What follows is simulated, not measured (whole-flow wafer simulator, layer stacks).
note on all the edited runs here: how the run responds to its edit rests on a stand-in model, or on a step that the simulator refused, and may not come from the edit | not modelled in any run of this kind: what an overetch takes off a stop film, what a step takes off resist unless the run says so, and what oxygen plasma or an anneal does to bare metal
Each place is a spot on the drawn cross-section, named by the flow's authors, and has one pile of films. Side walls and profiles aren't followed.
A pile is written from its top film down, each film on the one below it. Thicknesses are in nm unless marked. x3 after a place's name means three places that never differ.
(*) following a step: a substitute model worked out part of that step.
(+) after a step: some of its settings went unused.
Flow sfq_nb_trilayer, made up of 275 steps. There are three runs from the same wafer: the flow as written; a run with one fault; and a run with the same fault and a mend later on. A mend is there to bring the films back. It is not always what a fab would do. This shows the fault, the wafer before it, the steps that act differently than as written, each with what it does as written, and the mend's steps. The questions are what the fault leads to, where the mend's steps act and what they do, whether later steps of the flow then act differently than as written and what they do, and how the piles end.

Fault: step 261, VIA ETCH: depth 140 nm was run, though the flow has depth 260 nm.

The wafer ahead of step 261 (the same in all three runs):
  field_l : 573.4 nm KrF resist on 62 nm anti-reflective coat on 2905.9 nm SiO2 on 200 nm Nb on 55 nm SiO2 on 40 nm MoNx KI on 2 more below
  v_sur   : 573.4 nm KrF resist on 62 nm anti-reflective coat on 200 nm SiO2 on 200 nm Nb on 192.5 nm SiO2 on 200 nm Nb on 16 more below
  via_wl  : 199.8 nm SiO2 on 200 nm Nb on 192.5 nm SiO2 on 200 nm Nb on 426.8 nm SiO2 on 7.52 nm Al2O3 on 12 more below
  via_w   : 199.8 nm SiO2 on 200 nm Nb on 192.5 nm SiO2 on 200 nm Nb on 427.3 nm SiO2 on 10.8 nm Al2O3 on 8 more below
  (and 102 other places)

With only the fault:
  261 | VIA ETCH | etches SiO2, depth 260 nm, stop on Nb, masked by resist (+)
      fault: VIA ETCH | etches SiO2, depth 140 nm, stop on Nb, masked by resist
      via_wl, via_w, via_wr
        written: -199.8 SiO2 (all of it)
        fault: -140 SiO2
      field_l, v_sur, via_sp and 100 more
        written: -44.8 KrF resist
        fault: -24.1 KrF resist
  Later steps of the flow acting differently than as written (not shown: 3 more steps that differ only slightly, by at most 2% or 0.5 nm, whichever is larger):
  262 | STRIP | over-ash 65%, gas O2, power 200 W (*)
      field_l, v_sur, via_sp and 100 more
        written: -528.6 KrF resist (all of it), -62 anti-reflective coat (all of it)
        fault: -549.3 KrF resist (all of it), -62 anti-reflective coat (all of it)
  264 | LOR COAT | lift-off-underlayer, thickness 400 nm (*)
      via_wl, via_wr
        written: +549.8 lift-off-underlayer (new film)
        fault: +505 lift-off-underlayer (new film)
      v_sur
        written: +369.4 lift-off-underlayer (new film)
        fault: +378.6 lift-off-underlayer (new film)
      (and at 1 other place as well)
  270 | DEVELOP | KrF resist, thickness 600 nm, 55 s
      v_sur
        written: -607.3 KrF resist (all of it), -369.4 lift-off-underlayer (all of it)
        fault: -604.8 KrF resist (all of it), -378.6 lift-off-underlayer (all of it)
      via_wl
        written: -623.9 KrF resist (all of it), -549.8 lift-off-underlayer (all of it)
        fault: -616.3 KrF resist (all of it), -505 lift-off-underlayer (all of it)
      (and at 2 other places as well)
  The piles end different from the flow's at via_wl, via_w, via_wr by more than 2% or 0.5 nm, whichever is larger.
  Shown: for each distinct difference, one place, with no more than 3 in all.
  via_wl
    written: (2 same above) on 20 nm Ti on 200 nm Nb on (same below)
    fault: (2 same above) on 20 nm Ti on 59.8 nm SiO2 on 200 nm Nb on (same below)

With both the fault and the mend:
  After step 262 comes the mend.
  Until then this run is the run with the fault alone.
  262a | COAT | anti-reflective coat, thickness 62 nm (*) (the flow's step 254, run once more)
      p4_fl x3, p4_w1 x9, p4_g1 x2 and 63 more
        +62 anti-reflective coat (new film)
      ce_r, sp_r, be_r, r_sur, res, r_end, moat, field_r
        +61.7 anti-reflective coat (new film)
      lsp_l, ln_m5, lsp_m, ln_m6, lsp_r, l0_sur, l0v
        +61.8 anti-reflective coat (new film)
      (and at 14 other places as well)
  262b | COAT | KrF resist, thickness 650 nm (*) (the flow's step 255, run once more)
      p4_fl x3, p4_w1 x9, p4_g1 x2 and 63 more
        +650 KrF resist (new film)
      field_r, lsp_l, ln_m5, lsp_m, ln_m6, lsp_r, l0_sur
        +649.5 KrF resist (new film)
      r_sur, res, r_end, moat, l0v
        +649.4 KrF resist (new film)
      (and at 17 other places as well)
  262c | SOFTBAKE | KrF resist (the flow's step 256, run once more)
      alters no film at any place that is followed
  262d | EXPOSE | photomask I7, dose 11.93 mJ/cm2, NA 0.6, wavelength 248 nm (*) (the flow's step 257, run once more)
      alters no film at any place that is followed
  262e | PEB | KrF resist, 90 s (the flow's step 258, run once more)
      jj_sur, ce_l, c5j and 92 more
        -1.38 KrF resist
      v_sur, via_v, wire, be, be_sur, gap
        -1.37 KrF resist
      field_l, via_sp
        -1.36 KrF resist
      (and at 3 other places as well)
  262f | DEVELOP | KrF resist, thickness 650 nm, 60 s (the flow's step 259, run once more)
      field_l, v_sur, via_sp and 100 more
        -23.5 KrF resist
      via_wl
        -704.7 KrF resist (all of it)
      via_w
        -741.8 KrF resist (all of it)
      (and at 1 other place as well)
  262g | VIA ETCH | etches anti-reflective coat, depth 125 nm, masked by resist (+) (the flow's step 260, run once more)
      field_l, v_sur, via_sp and 100 more
        -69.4 KrF resist
      via_wl, via_wr
        -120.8 anti-reflective coat (all of it)
      via_w
        -79.2 anti-reflective coat (all of it), -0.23 SiO2
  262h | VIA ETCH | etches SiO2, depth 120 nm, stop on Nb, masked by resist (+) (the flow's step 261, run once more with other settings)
      field_l, v_sur, via_sp and 100 more
        -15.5 KrF resist
      via_wl, via_wr
        -59.8 SiO2 (all of it)
      via_w
        -59.6 SiO2 (all of it)
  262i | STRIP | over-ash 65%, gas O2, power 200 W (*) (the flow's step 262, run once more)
      p4_fl x3, p4_w1 x9, p4_g1 x2 and 63 more
        -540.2 KrF resist (all of it), -62 anti-reflective coat (all of it)
      lsp_l, ln_m5, lsp_m, ln_m6, lsp_r, l0_sur
        -539.7 KrF resist (all of it), -61.8 anti-reflective coat (all of it)
      res, r_end, moat
        -539.6 KrF resist (all of it), -61.7 anti-reflective coat (all of it)
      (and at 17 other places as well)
  Later steps of the flow that are run all act as written at every place that is followed.
  At every place that both follow, the piles at the end match the flow's.
